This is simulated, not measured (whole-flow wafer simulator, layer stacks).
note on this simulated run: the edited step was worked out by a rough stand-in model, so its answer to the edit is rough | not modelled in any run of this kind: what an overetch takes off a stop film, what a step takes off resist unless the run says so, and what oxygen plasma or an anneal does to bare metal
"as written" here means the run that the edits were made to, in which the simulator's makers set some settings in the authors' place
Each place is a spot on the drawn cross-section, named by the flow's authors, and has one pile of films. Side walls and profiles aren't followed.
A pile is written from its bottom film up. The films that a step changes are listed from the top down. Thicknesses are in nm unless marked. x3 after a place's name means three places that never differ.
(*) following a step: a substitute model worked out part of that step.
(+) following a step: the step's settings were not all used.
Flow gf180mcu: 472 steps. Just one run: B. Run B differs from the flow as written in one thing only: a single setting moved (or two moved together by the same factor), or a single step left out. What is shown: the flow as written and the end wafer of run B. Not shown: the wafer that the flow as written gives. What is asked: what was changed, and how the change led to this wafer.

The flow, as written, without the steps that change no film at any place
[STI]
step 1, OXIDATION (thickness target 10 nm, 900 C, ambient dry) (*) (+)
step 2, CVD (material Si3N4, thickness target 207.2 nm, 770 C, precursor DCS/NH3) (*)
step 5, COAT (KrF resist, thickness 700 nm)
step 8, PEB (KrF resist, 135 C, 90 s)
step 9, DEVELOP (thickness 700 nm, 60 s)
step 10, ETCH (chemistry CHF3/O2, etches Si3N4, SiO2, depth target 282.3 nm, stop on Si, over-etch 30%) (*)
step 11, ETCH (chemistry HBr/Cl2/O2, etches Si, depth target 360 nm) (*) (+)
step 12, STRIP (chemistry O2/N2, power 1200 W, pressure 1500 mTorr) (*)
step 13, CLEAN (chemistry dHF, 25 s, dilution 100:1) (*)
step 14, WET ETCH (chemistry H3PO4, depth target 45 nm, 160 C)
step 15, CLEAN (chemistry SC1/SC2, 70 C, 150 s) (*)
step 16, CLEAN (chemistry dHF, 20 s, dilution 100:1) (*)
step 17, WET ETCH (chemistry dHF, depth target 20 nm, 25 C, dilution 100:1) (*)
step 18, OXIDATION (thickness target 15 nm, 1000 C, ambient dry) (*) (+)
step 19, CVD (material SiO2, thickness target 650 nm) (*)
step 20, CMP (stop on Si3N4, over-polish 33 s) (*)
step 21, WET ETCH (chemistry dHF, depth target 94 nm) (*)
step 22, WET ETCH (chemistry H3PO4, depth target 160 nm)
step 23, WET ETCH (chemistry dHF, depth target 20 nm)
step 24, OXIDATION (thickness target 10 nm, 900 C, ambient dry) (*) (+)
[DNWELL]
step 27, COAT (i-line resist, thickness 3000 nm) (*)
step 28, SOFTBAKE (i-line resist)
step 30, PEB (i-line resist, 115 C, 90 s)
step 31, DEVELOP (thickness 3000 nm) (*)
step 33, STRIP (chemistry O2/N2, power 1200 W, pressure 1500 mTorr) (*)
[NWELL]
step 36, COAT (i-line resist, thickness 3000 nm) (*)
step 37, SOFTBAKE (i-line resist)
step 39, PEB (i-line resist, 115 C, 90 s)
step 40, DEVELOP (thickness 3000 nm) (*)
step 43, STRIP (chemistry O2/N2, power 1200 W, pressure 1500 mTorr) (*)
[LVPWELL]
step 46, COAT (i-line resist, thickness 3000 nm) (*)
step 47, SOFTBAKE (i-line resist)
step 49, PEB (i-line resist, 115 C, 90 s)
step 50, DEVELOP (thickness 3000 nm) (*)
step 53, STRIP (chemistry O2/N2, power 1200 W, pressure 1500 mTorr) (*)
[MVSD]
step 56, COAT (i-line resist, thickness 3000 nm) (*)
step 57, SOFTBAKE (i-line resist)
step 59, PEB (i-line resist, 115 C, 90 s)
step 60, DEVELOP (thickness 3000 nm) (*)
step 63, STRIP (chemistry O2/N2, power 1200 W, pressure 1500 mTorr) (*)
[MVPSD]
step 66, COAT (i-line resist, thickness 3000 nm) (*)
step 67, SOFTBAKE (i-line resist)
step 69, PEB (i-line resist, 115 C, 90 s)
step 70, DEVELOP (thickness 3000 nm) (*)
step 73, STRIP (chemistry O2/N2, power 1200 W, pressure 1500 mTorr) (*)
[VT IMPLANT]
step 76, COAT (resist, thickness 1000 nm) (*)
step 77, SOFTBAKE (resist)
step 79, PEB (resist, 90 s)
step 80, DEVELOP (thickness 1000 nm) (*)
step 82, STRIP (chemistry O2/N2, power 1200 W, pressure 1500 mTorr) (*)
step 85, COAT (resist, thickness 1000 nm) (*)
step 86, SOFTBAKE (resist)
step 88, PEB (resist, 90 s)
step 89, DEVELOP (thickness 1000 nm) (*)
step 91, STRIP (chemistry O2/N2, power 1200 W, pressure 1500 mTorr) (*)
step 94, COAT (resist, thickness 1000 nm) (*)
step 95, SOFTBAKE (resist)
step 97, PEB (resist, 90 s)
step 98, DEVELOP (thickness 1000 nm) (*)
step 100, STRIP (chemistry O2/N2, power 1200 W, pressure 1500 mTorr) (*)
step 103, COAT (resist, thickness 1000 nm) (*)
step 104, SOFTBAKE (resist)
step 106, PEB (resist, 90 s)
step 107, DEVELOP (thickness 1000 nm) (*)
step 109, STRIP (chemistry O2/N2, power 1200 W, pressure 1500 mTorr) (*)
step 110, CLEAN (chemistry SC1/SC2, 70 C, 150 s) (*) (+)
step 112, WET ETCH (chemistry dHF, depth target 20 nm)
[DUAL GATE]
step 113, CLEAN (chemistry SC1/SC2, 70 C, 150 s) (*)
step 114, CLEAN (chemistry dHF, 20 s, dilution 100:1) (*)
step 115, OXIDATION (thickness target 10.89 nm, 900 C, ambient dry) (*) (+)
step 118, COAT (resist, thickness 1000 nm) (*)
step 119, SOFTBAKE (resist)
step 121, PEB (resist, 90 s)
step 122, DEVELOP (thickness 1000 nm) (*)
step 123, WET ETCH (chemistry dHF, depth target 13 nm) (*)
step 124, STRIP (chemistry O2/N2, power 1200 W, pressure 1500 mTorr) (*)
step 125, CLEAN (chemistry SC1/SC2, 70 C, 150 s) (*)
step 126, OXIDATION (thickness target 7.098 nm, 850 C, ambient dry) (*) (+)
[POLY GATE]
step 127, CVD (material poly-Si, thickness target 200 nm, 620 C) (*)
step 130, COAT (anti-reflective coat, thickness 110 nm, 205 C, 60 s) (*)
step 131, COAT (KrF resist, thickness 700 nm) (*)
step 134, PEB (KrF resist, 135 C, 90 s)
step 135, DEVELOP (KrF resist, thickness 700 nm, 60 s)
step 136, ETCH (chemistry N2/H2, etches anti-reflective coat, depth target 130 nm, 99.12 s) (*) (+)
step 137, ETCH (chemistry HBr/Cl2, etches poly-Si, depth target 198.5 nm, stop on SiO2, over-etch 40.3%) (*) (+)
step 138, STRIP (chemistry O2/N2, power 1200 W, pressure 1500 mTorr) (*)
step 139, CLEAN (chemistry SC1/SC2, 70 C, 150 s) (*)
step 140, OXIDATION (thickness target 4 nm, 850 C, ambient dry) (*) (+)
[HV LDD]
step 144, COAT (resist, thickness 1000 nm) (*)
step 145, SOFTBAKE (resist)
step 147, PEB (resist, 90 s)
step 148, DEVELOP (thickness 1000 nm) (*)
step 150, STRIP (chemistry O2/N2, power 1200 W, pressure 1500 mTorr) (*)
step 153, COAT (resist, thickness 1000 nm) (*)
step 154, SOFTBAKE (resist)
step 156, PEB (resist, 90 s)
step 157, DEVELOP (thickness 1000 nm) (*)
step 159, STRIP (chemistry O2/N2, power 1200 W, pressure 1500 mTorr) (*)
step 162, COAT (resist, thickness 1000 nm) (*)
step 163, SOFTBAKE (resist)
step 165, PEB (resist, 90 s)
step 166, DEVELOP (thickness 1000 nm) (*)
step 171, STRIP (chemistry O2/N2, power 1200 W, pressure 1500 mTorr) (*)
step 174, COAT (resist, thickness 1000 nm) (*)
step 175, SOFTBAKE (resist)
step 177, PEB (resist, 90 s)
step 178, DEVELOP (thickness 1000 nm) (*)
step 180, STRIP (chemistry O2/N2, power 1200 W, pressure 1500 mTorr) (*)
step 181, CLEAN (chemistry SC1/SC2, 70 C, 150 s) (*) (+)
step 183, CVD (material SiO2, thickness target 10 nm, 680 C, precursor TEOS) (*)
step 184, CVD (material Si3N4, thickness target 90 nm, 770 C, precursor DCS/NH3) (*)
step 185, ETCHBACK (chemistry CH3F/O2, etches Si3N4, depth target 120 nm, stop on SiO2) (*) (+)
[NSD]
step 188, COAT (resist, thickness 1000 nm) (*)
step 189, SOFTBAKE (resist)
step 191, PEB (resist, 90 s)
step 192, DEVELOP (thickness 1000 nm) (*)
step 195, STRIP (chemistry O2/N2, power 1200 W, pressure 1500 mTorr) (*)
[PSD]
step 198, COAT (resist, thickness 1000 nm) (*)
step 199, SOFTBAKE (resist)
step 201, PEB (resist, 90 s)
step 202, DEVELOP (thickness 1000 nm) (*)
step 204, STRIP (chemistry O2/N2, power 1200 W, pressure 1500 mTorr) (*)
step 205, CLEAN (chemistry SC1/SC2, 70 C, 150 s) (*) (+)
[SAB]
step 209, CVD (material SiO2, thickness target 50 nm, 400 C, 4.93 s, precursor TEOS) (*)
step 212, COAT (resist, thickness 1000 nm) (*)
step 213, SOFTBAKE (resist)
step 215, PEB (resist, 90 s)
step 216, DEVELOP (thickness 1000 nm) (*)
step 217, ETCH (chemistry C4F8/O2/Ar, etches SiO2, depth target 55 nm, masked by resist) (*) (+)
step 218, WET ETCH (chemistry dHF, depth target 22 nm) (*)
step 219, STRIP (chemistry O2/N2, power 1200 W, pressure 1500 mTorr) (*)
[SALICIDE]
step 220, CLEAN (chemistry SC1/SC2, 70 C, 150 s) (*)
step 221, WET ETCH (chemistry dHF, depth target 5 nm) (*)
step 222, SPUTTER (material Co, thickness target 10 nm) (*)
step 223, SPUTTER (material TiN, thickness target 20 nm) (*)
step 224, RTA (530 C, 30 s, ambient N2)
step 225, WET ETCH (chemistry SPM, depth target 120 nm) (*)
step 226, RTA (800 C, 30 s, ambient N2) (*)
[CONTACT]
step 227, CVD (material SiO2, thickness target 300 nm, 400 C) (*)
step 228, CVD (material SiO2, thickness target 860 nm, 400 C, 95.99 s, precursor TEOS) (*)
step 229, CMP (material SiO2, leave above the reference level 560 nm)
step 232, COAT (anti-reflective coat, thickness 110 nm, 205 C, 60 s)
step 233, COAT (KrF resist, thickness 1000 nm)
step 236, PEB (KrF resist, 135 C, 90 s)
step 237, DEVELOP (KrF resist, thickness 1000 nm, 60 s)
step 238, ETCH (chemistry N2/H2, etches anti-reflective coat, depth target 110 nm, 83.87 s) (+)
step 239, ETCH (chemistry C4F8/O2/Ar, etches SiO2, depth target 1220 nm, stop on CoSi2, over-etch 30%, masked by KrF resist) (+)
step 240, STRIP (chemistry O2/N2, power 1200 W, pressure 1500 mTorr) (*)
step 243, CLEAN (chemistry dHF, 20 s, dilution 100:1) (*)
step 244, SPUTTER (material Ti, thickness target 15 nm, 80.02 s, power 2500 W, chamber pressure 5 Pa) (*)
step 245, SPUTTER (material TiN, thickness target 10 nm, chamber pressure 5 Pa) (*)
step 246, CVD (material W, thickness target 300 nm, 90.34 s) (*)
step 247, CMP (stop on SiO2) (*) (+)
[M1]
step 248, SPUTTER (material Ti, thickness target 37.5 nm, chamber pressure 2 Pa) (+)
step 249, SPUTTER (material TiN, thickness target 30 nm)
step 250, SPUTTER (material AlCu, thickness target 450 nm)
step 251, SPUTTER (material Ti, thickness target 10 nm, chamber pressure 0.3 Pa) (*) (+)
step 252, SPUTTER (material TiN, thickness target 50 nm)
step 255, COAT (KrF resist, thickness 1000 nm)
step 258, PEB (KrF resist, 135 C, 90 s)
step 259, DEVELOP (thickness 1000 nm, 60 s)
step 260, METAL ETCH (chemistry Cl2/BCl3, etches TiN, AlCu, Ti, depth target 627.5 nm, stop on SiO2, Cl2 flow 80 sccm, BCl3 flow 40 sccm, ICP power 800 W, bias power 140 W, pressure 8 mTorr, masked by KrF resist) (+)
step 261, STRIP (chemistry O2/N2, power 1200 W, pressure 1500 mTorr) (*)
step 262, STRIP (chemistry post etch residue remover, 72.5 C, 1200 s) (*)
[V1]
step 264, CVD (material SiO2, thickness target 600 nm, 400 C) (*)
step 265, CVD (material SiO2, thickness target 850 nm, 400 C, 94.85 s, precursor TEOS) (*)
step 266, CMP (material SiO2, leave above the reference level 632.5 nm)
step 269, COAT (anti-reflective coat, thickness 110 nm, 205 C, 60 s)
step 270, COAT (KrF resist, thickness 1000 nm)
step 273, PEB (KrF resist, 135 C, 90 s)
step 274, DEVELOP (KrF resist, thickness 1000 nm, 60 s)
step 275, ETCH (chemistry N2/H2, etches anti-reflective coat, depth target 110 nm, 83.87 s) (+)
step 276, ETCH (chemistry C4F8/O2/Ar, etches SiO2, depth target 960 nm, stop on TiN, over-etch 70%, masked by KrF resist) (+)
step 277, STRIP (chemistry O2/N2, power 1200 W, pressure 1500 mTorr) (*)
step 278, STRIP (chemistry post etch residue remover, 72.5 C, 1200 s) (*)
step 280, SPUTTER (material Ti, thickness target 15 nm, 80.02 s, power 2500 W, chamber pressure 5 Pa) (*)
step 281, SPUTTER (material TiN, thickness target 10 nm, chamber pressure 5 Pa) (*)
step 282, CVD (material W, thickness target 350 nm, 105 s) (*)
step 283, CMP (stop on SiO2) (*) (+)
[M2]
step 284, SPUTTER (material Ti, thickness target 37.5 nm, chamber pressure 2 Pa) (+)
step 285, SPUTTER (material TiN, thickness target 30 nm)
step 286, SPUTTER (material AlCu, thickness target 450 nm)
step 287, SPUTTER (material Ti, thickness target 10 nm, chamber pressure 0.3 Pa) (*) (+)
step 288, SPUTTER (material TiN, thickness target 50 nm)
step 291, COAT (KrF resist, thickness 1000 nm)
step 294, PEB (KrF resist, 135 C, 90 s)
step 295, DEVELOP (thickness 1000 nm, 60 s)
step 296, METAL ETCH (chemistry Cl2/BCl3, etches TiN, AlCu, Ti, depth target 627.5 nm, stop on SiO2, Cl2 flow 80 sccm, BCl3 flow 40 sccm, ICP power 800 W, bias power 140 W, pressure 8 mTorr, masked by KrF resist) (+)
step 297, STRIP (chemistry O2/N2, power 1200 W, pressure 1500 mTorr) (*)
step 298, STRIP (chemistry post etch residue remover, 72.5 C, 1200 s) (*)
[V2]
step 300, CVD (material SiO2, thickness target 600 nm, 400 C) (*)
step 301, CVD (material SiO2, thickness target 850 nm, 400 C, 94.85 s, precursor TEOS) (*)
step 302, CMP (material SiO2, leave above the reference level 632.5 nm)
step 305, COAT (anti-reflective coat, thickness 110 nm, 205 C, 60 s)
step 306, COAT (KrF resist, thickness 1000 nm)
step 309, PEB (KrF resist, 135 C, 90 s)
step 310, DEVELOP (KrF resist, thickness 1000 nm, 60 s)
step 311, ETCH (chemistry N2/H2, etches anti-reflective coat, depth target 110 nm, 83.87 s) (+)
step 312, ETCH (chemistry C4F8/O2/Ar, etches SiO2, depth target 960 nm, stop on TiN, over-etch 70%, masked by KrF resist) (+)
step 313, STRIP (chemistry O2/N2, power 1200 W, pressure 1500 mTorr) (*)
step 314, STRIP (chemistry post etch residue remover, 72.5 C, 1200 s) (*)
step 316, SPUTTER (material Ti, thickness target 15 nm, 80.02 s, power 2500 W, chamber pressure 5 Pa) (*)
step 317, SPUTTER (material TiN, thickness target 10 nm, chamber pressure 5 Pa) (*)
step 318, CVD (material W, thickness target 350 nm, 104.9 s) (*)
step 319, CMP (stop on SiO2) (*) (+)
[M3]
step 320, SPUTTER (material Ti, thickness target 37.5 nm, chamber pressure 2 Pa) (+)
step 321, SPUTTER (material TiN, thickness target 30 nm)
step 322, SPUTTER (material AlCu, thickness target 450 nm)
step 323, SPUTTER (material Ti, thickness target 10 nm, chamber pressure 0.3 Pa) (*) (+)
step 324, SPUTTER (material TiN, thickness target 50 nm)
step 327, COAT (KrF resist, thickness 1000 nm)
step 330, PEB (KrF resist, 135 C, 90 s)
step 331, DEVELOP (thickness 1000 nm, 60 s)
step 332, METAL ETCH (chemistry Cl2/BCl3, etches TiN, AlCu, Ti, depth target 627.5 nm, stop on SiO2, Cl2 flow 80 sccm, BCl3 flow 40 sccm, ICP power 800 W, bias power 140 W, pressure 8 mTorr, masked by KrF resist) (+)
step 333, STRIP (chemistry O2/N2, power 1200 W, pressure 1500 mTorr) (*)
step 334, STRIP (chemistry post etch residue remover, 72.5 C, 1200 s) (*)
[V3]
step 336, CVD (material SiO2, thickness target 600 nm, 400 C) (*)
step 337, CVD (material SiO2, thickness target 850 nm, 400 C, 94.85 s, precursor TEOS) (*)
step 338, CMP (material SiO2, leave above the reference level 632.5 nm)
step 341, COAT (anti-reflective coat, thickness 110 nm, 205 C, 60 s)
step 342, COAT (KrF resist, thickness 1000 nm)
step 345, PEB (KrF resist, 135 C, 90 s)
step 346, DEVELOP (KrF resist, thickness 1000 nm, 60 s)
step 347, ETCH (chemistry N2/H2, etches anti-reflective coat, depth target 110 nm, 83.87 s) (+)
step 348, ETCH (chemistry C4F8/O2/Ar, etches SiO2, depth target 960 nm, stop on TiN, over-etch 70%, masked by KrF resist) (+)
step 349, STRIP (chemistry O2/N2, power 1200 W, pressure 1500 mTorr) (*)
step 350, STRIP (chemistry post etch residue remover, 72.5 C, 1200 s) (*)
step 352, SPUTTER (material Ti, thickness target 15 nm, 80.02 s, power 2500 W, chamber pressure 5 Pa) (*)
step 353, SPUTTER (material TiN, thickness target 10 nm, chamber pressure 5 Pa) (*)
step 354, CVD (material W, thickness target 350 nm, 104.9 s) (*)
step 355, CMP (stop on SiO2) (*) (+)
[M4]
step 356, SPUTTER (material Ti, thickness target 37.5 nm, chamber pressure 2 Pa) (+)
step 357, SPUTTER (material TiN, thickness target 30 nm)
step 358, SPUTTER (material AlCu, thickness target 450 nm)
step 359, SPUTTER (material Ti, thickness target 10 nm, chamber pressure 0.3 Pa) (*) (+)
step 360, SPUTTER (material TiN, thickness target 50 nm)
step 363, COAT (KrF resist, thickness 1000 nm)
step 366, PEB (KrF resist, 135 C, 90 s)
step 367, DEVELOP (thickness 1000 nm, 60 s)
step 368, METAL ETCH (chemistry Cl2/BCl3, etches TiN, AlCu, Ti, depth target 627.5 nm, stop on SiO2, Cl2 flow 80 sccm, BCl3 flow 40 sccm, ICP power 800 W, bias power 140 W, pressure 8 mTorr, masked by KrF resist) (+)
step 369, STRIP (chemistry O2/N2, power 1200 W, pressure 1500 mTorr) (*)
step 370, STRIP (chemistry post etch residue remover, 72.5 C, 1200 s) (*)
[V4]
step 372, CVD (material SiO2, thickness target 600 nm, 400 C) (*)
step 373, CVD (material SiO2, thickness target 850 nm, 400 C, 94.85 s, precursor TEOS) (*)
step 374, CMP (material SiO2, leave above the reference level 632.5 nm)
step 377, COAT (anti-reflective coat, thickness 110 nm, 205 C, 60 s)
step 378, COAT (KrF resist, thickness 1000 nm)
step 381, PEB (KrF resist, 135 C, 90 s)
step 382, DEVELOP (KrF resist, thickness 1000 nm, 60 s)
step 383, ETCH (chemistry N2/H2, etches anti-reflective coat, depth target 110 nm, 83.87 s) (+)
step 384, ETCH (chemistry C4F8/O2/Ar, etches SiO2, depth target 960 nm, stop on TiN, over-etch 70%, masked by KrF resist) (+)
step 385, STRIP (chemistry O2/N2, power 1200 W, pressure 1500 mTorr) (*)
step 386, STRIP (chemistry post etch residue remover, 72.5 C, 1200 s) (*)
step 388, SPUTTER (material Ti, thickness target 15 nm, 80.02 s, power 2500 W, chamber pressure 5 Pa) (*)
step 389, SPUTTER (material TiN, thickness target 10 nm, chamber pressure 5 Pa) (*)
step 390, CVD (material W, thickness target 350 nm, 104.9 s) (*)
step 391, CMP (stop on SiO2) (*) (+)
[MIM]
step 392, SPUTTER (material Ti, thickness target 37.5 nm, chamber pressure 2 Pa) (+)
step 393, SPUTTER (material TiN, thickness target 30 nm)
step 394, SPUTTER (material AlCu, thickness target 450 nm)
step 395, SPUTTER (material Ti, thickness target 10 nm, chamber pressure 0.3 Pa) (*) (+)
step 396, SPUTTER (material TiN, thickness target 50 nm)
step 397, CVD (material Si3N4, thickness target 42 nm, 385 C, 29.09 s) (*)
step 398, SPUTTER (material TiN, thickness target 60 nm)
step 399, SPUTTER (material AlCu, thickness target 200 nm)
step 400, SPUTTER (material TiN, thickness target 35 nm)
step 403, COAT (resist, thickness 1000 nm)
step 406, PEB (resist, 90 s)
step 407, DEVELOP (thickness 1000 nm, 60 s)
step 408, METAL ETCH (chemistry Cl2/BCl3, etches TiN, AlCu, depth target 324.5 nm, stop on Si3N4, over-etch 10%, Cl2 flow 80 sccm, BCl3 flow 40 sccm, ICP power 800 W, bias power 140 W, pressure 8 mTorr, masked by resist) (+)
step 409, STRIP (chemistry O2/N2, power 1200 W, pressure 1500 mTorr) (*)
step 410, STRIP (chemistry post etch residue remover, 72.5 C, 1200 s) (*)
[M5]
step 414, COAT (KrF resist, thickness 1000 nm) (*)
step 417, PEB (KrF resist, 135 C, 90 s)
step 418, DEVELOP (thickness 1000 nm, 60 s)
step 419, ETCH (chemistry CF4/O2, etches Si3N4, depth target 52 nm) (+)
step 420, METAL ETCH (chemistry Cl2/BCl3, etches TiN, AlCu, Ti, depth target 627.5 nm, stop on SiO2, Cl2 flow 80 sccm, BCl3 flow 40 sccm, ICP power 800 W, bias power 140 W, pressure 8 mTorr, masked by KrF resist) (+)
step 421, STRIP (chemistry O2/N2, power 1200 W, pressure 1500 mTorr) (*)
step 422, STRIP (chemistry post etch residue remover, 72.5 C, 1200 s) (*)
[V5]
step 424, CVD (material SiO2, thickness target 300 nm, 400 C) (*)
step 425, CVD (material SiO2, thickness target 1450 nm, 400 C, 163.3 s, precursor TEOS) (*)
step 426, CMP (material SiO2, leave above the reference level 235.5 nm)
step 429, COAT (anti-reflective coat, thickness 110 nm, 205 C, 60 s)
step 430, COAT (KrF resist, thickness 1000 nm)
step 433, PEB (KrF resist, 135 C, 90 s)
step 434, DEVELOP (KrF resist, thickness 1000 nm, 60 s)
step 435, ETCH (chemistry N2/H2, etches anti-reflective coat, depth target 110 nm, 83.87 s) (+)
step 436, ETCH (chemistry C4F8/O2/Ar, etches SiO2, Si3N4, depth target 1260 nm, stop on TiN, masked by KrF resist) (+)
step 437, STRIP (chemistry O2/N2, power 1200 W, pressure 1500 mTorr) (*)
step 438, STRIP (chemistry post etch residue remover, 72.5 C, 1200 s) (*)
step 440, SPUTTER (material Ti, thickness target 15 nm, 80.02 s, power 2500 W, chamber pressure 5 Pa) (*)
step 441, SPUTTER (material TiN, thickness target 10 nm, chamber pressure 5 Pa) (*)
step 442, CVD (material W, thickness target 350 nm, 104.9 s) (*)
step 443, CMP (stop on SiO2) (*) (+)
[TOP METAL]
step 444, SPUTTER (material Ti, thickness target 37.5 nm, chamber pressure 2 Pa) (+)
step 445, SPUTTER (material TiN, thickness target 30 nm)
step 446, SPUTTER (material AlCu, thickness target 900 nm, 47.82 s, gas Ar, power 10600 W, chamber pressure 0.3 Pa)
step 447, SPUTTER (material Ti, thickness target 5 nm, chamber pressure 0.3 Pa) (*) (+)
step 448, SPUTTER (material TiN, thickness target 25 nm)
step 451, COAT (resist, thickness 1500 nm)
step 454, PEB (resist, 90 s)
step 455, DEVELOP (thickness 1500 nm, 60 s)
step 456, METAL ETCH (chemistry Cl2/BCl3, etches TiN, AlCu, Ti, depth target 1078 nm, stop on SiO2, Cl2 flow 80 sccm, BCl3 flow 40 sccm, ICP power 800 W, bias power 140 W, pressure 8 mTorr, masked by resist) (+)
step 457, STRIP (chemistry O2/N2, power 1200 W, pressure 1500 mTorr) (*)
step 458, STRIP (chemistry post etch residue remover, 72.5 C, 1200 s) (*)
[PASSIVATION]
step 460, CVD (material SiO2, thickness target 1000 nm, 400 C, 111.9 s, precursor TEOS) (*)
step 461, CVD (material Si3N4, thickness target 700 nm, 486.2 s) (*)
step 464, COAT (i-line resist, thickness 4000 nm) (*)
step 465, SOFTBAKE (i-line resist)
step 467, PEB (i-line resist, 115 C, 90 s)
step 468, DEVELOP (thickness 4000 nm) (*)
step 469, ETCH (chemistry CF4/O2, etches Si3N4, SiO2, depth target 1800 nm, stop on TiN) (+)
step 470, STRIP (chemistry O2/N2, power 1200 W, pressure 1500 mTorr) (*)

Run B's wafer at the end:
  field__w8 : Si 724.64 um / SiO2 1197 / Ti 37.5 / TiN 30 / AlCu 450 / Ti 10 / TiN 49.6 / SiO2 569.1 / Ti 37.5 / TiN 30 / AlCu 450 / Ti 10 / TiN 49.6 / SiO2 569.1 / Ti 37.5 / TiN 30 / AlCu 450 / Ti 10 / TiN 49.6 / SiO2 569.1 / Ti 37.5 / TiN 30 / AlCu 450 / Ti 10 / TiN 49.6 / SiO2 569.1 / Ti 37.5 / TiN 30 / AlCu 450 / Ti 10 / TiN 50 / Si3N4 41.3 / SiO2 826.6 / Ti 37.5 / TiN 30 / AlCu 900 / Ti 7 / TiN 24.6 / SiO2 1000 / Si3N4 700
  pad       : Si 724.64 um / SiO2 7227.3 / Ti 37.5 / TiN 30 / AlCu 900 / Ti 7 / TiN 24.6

The reason: step 447, SPUTTER: thickness target 7 nm was run, though the flow has thickness target 5 nm.
The wafer itself shows it: field__w8 has Ti 7, and step 447 as written asks for 5 nm.

The path from the change to this, step by step:
  step 447, SPUTTER (material Ti, thickness target 5 nm, chamber pressure 0.3 Pa) (*) (+)
      field, field__w1, field__w2 and 109 more: +7 Ti (new film) (as written it would have been: +5 Ti (new film))
  step 456, METAL ETCH (chemistry Cl2/BCl3, etches TiN, AlCu, Ti, depth target 1078 nm, stop on SiO2, Cl2 flow 80 sccm, BCl3 flow 40 sccm, ICP power 800 W, bias power 140 W, pressure 8 mTorr, masked by resist) (+)
      field, field__w1, field__w2 and 103 more: -25 TiN (all of it), -7 Ti (all of it), -900 AlCu (all of it), -30 TiN (all of it), -37.5 Ti (all of it) (as written it would have been: -25 TiN (all of it), -5 Ti (all of it), -900 AlCu (all of it), -30 TiN (all of it), -37.5 Ti (all of it))
